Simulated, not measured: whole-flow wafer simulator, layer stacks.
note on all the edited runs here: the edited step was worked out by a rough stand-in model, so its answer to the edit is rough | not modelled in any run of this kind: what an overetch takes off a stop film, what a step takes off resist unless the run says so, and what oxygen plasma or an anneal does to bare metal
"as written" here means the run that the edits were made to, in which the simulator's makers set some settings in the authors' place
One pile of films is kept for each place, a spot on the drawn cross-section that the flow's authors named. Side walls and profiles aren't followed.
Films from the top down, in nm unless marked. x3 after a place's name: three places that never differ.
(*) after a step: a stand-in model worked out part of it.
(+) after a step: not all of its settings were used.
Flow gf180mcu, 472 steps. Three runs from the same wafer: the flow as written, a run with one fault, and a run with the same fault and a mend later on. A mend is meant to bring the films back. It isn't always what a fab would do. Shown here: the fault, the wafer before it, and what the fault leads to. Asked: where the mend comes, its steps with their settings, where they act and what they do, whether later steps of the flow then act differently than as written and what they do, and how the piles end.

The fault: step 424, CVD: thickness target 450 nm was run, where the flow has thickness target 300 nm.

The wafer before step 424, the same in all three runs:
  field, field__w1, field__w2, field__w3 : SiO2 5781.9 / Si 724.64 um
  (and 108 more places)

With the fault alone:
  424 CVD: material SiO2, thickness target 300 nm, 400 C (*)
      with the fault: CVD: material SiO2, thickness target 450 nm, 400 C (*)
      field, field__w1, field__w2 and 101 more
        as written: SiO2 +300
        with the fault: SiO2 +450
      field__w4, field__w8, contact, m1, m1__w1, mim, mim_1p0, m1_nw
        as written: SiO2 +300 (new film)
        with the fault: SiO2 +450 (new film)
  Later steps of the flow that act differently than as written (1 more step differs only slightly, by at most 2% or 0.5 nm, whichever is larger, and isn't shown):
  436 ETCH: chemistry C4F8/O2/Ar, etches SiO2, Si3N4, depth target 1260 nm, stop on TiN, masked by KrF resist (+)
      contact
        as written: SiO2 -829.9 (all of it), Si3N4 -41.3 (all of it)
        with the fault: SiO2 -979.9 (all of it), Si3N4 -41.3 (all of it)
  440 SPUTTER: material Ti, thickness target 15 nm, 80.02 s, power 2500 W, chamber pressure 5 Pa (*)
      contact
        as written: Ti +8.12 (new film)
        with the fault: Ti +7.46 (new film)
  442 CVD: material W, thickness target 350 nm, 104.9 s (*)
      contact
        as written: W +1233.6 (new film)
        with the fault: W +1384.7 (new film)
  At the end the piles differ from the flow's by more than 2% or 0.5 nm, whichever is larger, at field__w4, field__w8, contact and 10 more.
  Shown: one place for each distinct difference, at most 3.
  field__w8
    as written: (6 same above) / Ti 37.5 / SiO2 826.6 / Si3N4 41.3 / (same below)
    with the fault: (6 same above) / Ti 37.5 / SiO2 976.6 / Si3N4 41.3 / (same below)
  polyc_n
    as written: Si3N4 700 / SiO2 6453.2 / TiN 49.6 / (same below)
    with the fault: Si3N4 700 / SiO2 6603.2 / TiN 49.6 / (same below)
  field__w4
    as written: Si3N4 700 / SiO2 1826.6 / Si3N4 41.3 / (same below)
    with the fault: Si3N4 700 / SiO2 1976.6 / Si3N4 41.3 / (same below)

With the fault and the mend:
  The mend comes after step 424.
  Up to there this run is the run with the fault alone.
  424a WET ETCH: chemistry dHF, depth target 150 nm, 25 C, dilution 100:1 (the flow's step 17 once more, with other settings)
      field, field__w1, field__w2 and 109 more
        SiO2 -150
  No later step of the flow acts differently than as written at any place that is followed.
  At the end the piles are the same as the flow's at every place that both follow.
